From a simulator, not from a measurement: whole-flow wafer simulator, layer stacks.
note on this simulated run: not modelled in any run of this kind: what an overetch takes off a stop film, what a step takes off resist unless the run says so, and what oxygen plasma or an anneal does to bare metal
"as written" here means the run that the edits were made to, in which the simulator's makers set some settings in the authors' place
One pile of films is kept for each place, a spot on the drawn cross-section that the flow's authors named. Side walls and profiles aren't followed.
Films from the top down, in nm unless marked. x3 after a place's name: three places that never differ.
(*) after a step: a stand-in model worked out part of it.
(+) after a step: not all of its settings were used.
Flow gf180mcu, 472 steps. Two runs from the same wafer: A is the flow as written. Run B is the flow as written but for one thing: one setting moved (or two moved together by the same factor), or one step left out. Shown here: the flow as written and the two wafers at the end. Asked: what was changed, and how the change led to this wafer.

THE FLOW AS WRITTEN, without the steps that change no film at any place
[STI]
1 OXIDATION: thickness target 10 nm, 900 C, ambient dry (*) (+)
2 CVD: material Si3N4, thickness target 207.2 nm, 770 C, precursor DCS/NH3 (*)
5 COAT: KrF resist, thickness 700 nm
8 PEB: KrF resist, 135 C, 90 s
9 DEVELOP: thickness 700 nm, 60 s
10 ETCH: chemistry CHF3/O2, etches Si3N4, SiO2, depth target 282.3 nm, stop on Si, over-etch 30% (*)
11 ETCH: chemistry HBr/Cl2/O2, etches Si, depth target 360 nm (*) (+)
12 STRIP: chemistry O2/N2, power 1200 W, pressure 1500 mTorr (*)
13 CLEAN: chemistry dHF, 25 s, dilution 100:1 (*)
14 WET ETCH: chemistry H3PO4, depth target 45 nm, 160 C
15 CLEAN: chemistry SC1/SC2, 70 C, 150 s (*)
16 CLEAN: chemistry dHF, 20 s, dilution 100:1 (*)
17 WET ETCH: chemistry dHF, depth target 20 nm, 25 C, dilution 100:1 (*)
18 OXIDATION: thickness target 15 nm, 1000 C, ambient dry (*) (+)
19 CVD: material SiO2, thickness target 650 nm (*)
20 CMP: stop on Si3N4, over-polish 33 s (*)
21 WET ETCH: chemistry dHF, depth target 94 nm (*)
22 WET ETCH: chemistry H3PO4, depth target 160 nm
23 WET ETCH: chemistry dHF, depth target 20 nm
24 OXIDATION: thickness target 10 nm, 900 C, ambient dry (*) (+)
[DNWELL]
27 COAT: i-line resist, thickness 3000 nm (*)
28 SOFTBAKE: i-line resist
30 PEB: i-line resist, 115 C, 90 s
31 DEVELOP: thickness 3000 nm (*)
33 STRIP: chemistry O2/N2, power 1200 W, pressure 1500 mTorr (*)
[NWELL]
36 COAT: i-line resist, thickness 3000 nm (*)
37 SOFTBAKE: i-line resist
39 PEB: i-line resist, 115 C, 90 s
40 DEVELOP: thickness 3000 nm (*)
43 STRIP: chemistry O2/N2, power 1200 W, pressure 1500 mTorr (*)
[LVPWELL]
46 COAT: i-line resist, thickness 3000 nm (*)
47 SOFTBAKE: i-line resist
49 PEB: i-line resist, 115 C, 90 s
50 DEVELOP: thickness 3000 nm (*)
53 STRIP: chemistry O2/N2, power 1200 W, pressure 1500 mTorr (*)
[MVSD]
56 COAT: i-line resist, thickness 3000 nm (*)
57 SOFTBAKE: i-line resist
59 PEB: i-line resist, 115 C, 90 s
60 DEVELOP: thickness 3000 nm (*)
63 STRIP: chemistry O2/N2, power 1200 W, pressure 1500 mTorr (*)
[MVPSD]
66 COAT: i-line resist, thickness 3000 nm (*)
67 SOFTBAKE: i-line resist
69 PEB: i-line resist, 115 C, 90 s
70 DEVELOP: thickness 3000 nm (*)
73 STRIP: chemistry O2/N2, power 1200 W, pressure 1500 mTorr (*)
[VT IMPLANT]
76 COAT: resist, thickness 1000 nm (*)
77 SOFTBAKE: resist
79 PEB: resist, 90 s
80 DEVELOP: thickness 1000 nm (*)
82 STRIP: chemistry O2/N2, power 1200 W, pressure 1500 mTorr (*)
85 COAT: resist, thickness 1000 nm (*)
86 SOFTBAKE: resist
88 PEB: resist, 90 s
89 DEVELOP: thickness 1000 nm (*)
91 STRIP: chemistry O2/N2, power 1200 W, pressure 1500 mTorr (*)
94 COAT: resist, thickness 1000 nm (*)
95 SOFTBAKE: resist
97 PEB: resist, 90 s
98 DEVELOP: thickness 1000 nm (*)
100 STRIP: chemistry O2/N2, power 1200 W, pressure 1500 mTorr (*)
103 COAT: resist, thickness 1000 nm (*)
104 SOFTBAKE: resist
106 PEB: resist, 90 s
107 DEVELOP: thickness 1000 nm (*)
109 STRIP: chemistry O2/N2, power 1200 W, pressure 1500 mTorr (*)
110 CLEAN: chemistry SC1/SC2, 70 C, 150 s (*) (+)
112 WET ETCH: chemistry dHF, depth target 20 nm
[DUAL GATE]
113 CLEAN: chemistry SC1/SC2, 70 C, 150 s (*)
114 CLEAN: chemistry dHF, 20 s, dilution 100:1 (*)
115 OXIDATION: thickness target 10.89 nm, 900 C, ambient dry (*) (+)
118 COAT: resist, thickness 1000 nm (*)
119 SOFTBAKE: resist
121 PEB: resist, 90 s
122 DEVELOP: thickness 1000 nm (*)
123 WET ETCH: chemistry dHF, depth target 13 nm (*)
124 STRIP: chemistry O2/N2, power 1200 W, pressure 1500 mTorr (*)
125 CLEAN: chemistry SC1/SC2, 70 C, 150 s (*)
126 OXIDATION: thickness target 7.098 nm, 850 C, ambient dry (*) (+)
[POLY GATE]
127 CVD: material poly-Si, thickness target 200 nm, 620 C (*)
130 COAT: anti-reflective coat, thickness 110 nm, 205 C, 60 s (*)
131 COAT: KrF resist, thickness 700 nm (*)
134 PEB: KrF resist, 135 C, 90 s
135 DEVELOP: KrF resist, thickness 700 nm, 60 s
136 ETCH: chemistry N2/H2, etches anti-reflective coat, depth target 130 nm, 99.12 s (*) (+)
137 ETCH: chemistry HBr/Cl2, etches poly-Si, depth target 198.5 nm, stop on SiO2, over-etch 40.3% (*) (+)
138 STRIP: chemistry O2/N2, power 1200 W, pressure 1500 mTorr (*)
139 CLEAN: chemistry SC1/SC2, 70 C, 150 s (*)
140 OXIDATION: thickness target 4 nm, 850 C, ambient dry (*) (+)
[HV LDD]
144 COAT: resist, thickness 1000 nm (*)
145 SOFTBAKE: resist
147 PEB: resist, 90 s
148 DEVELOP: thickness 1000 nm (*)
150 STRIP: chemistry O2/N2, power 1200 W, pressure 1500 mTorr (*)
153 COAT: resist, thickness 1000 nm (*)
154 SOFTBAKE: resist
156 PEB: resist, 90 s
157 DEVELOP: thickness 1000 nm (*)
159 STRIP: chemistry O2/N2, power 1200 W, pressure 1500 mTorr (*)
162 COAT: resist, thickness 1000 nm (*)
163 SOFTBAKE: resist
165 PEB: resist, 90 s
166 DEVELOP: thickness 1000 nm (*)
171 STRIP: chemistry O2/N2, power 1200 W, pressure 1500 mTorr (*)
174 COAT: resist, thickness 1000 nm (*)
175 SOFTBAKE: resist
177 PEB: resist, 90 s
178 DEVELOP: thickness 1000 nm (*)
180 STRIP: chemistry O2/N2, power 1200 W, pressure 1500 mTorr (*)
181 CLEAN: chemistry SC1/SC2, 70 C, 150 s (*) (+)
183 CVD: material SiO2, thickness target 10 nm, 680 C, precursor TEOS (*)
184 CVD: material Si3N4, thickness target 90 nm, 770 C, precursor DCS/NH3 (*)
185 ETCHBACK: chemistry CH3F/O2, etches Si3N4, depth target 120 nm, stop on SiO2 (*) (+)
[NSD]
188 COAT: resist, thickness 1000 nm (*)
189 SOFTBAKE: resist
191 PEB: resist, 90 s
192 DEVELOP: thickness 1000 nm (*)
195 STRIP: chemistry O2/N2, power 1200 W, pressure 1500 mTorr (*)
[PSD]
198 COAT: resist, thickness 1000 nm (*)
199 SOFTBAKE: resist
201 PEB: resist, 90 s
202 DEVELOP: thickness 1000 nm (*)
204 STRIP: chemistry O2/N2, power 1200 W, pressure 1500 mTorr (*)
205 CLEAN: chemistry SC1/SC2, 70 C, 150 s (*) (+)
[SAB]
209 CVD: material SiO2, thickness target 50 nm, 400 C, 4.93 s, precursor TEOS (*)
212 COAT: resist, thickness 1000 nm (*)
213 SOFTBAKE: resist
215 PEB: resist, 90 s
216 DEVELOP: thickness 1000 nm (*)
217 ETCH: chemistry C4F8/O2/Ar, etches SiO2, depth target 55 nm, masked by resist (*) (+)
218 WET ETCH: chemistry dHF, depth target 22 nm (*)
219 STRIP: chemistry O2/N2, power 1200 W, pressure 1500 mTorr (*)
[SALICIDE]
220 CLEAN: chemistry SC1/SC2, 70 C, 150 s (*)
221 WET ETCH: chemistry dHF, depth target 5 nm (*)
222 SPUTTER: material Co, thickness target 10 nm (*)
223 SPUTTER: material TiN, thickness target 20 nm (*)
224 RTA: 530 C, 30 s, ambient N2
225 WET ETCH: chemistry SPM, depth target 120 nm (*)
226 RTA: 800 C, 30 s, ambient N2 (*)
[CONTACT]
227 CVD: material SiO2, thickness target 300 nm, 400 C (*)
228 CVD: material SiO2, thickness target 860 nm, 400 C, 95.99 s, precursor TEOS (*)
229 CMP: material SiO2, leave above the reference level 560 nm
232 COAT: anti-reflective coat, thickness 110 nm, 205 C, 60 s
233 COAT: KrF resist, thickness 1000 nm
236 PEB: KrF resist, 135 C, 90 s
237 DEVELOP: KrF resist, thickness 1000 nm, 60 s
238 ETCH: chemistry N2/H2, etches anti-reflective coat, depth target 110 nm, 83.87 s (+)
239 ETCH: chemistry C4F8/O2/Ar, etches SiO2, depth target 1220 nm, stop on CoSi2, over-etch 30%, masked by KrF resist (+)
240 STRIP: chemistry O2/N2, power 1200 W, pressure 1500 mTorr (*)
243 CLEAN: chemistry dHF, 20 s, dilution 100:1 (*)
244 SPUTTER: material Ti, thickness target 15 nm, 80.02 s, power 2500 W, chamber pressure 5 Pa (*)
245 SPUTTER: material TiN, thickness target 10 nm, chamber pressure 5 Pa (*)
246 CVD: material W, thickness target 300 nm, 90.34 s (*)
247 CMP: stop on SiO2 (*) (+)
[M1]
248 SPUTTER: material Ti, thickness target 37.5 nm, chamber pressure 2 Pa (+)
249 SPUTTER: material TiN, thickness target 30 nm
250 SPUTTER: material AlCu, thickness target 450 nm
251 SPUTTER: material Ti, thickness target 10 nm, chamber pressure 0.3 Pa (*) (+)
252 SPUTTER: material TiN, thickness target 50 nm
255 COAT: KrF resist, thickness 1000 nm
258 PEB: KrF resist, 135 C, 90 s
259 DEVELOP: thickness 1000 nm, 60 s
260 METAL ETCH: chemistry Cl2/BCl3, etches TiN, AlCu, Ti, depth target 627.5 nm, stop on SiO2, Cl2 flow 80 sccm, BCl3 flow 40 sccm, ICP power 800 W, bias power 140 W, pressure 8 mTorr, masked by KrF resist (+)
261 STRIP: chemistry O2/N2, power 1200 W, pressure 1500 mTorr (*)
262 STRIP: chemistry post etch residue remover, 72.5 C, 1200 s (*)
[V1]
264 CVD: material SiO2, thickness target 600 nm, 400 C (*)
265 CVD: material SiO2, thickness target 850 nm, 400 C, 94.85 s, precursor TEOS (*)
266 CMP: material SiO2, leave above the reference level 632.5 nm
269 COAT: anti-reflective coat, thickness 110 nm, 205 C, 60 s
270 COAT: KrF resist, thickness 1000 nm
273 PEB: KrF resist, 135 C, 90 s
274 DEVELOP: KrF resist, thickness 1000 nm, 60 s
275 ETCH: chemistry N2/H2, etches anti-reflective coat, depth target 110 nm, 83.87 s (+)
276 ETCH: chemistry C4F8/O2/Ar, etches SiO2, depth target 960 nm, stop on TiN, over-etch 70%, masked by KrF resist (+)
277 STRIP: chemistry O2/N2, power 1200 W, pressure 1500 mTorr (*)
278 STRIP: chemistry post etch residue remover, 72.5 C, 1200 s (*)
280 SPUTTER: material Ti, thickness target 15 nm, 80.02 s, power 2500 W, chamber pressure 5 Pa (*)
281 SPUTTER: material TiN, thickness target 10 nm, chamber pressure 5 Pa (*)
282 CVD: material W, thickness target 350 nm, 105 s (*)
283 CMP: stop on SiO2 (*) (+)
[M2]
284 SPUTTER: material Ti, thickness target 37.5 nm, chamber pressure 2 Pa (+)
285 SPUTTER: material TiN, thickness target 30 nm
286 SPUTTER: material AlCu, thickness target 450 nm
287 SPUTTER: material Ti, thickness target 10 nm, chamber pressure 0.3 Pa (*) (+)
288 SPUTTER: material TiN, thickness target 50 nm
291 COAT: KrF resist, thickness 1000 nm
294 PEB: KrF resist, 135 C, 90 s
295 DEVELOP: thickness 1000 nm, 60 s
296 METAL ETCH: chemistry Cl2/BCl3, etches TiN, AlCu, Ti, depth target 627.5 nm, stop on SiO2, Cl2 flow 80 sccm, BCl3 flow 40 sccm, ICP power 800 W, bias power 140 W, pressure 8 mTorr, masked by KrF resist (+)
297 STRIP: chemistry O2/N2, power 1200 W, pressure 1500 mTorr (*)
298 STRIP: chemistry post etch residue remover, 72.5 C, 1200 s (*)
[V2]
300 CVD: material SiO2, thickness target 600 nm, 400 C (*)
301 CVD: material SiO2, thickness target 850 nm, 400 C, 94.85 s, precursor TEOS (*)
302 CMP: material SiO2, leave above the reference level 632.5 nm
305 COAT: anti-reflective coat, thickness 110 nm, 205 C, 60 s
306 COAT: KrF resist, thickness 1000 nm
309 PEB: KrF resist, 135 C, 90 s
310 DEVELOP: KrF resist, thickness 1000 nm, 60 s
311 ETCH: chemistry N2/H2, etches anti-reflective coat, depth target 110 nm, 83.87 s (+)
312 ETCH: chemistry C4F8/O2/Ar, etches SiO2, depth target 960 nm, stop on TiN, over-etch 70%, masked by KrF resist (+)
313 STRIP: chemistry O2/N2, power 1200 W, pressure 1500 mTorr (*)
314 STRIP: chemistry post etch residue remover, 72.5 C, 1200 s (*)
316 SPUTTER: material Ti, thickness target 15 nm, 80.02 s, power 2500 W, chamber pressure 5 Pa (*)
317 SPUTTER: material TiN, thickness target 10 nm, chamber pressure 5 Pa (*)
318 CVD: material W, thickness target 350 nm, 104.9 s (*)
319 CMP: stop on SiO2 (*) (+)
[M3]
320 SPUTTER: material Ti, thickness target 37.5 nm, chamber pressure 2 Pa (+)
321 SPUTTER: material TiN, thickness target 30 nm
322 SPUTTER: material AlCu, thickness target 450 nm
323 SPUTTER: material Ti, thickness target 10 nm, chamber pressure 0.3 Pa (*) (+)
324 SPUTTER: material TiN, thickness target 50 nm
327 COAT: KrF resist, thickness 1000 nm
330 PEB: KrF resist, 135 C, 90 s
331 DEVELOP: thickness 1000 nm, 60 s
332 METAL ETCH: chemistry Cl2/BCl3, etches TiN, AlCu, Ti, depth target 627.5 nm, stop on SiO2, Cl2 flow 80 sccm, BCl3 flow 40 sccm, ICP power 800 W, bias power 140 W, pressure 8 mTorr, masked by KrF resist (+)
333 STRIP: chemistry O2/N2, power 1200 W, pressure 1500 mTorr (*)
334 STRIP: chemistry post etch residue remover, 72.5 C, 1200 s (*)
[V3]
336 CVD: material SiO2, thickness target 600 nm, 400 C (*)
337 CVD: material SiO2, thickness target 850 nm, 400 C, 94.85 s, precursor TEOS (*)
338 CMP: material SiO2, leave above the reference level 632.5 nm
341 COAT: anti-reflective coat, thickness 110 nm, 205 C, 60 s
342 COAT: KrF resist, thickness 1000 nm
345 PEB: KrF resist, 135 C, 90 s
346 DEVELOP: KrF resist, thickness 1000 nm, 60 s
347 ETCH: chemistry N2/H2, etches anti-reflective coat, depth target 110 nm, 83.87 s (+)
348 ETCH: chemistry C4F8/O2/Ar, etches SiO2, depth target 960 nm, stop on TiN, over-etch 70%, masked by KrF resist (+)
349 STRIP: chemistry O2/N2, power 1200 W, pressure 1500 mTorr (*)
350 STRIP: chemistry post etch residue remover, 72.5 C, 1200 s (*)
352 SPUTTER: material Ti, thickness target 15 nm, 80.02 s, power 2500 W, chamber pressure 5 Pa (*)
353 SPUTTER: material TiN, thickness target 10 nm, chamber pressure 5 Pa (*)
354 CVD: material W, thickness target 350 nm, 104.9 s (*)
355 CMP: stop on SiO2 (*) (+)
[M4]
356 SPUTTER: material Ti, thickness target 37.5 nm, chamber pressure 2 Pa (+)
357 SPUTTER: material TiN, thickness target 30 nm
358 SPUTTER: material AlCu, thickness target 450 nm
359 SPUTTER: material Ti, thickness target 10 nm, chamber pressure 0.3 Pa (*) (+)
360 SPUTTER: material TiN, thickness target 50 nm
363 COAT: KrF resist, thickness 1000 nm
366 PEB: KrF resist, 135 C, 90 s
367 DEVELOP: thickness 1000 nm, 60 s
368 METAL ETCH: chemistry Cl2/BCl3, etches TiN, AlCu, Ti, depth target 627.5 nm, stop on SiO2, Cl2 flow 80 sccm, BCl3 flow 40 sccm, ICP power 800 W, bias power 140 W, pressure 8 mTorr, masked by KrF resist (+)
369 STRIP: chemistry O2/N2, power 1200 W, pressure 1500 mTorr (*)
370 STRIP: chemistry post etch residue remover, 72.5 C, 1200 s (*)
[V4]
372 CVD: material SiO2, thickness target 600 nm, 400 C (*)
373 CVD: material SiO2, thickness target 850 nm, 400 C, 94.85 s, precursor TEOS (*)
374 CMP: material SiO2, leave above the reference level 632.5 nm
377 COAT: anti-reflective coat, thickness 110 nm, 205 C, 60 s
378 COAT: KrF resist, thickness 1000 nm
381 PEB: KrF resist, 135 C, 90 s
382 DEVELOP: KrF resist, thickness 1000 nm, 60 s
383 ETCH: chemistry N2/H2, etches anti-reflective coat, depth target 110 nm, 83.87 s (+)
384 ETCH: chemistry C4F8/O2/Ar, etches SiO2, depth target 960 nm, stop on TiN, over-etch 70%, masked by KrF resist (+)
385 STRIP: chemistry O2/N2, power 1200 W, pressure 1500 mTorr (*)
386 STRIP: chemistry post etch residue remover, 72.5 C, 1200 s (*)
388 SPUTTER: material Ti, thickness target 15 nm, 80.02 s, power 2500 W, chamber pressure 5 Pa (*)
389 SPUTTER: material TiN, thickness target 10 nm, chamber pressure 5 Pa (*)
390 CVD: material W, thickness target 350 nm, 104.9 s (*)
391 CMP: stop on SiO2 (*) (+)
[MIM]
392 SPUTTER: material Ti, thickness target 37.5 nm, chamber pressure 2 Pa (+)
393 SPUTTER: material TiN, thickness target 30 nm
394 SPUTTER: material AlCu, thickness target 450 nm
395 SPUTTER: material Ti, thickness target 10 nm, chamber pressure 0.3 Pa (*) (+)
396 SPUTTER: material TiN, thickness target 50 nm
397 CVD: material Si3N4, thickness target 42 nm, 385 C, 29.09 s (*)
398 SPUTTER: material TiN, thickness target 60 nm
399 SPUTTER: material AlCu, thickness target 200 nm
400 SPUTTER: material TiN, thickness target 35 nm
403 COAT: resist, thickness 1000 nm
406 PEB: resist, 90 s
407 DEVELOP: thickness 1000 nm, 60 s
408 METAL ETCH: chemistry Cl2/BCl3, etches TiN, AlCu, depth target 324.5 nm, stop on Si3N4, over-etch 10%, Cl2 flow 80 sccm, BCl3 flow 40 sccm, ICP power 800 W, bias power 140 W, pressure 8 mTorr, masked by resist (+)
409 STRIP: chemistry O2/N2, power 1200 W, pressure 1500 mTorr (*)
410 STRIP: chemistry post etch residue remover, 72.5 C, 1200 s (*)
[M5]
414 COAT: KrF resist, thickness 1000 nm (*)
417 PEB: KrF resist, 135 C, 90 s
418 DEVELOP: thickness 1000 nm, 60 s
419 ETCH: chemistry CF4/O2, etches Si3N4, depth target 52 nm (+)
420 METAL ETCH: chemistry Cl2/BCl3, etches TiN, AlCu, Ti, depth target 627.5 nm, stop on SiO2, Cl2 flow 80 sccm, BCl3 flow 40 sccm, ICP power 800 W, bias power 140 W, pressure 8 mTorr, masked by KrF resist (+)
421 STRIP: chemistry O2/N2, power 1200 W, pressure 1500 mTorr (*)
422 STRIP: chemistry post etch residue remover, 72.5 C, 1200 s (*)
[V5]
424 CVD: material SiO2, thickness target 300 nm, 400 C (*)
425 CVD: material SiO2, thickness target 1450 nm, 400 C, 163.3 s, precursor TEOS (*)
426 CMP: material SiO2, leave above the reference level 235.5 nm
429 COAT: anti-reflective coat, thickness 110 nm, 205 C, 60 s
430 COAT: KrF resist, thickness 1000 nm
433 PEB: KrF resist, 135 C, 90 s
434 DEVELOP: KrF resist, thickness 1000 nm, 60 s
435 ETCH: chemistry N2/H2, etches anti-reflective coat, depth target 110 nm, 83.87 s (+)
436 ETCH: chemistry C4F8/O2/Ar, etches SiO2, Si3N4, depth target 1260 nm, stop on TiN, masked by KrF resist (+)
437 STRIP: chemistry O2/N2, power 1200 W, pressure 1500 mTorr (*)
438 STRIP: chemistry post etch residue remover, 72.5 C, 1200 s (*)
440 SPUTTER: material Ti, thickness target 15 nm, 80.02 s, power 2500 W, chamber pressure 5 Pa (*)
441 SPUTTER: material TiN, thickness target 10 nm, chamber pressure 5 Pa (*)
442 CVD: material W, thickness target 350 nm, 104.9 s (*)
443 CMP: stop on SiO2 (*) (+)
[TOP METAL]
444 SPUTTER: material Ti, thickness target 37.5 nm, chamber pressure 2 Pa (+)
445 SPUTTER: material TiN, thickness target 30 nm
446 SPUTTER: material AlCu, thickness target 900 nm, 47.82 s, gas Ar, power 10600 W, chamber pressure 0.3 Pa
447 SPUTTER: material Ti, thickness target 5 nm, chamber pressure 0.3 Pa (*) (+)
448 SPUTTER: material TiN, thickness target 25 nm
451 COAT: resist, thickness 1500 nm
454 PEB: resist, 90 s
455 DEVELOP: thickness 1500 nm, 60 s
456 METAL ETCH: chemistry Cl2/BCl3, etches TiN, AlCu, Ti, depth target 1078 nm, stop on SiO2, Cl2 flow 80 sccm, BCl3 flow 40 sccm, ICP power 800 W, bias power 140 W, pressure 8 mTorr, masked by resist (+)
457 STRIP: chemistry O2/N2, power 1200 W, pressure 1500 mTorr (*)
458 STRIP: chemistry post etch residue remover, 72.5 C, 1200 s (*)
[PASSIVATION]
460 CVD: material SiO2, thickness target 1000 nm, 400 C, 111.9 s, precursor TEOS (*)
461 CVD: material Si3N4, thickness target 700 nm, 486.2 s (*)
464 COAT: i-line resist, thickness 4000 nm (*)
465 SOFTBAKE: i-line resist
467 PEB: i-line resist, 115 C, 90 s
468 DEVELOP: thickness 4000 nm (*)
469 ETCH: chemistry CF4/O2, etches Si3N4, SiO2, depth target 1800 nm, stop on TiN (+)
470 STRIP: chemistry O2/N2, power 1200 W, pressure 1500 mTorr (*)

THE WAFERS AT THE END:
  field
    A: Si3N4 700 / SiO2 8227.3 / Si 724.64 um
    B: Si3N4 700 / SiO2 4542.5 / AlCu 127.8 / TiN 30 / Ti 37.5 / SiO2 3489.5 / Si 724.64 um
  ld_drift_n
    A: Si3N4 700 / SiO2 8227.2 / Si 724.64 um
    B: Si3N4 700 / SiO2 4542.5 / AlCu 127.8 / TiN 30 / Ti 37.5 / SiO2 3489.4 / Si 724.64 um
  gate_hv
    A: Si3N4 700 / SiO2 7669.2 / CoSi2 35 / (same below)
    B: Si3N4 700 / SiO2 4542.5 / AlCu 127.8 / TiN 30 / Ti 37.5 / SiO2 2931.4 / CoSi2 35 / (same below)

The cause: step 332, METAL ETCH: depth target 376.5 nm was run, where the flow has depth target 627.5 nm.

How the change led to this, step by step:
  332 METAL ETCH: chemistry Cl2/BCl3, etches TiN, AlCu, Ti, depth target 627.5 nm, stop on SiO2, Cl2 flow 80 sccm, BCl3 flow 40 sccm, ICP power 800 W, bias power 140 W, pressure 8 mTorr, masked by KrF resist (+)
      field, field__w1, field__w2 and 103 more: A TiN -50 (all of it), Ti -10 (all of it), AlCu -450 (all of it), TiN -30 (all of it), Ti -37.5 (all of it) | B TiN -50 (all of it), Ti -10 (all of it), AlCu -316.5
      field__w8, contact, m1, m1__w1, m1_nw: A KrF resist -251 | B KrF resist -150.6
  333 STRIP: chemistry O2/N2, power 1200 W, pressure 1500 mTorr (*)
      field__w8, contact, m1, m1__w1, m1_nw: A KrF resist -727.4 (all of it) | B KrF resist -827.8 (all of it)
  334 STRIP: chemistry post etch residue remover, 72.5 C, 1200 s (*)
      field, field__w1, field__w2 and 103 more: A nothing | B AlCu -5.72
  336 CVD: material SiO2, thickness target 600 nm, 400 C (*)
      field, field__w1, field__w2 and 103 more: A SiO2 +600 | B SiO2 +600 (new film)
  338 CMP: material SiO2, leave above the reference level 632.5 nm
      field, field__w1, field__w2 and 103 more: A SiO2 -300 | B SiO2 -495.3
Counting metal films that touch as one body, field has 1 body; the flow as written gives 0 bodies.
Counting metal films that touch as one body, ld_drift_n has 1 body; the flow as written gives 0 bodies.
Counting metal films that touch as one body, gate_hv has 2 bodies (between them, from the top down: SiO2 2931.4); the flow as written gives 1 body.
